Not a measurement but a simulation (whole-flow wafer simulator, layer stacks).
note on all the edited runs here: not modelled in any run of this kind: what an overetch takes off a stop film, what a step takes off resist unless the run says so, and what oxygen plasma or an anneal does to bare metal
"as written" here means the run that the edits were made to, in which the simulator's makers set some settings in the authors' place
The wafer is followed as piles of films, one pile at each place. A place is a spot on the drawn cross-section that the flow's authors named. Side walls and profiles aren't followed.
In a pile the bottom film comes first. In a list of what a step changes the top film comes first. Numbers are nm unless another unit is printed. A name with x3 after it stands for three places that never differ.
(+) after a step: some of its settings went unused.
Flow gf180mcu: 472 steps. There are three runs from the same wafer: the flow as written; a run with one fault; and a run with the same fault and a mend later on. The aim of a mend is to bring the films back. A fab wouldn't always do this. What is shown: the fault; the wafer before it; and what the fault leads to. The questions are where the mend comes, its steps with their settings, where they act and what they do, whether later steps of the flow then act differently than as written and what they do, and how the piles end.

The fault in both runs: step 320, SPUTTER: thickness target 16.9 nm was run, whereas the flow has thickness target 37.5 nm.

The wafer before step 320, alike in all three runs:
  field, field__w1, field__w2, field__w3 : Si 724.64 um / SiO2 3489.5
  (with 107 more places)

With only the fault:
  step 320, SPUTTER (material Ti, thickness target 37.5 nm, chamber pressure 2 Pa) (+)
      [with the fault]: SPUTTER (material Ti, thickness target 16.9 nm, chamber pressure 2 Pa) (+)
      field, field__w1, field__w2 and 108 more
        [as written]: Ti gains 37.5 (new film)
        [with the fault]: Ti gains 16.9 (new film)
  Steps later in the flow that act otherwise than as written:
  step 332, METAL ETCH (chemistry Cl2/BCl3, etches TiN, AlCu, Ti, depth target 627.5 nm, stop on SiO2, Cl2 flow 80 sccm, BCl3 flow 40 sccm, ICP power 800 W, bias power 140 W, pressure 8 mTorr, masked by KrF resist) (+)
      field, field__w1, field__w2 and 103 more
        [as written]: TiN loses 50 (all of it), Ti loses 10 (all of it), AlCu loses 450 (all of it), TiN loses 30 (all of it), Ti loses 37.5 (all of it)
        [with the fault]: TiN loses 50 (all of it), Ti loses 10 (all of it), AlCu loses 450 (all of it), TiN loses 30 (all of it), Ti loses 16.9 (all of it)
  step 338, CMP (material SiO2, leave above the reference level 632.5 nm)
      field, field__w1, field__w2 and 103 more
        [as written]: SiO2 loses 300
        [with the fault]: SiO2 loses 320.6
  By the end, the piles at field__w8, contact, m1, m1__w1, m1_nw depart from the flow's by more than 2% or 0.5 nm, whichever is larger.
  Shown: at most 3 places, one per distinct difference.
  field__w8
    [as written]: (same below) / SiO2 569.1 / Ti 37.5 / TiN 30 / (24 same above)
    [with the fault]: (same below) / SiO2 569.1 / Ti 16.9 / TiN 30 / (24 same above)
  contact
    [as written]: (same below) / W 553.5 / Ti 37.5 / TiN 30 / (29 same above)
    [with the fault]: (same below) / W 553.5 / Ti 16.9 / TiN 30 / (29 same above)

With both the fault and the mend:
  After step 320 comes the mend.
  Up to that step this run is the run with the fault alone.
  step 320a, SPUTTER (material Ti, thickness target 20.6 nm, chamber pressure 2 Pa) (+) (the flow's step 320, run once more with other settings)
      field, field__w1, field__w2 and 108 more
        Ti gains 20.6
  Later steps of the flow that are run all act as written at every place that is followed.
  At every place that both follow, the piles at the end match the flow's.
